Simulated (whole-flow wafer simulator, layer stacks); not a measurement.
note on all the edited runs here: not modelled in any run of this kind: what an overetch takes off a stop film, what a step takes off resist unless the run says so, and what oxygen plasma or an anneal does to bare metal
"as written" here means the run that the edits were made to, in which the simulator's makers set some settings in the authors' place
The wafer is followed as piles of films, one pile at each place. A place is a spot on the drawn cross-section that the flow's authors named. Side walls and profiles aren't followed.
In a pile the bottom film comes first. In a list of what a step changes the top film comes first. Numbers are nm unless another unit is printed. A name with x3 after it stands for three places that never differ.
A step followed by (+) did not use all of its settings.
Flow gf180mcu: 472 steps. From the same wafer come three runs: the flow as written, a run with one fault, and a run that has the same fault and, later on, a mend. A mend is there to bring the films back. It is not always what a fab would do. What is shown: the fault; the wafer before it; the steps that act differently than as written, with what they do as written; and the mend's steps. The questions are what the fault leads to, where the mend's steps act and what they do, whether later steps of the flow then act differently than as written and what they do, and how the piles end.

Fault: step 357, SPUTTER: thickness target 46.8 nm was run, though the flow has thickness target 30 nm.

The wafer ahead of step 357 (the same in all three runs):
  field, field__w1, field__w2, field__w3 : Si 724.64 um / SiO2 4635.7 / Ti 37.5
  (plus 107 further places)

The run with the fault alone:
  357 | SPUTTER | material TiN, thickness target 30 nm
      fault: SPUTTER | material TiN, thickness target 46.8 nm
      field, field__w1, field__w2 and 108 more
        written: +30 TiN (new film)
        fault: +46.8 TiN (new film)
  Steps later in the flow that act otherwise than as written:
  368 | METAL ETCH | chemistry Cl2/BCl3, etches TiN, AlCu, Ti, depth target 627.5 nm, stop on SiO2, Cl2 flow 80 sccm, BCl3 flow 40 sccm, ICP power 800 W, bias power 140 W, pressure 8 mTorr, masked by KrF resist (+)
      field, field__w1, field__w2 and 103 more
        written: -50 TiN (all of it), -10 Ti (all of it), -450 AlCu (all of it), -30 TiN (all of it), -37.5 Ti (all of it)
        fault: -50 TiN (all of it), -10 Ti (all of it), -450 AlCu (all of it), -46.8 TiN (all of it), -37.5 Ti (all of it)
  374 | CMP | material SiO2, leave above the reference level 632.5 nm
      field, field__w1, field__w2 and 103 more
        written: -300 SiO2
        fault: -283.2 SiO2
  The piles end different from the flow's at field__w8, contact, m1, m1__w1, m1_nw by more than 2% or 0.5 nm, whichever is larger.
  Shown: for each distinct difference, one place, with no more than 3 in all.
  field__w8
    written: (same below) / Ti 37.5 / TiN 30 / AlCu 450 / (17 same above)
    fault: (same below) / Ti 37.5 / TiN 46.8 / AlCu 450 / (17 same above)
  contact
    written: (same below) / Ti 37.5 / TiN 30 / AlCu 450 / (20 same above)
    fault: (same below) / Ti 37.5 / TiN 46.8 / AlCu 450 / (20 same above)

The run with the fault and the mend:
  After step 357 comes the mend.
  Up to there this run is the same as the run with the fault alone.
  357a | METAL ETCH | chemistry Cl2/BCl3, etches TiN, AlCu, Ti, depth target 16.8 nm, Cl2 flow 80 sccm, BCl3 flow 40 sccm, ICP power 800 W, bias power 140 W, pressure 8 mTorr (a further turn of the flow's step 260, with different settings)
      field, field__w1, field__w2 and 108 more
        -16.8 TiN
  Every later step of the flow that is run acts as written at every place that is followed.
  The piles end the same as the flow's at every place that both follow.
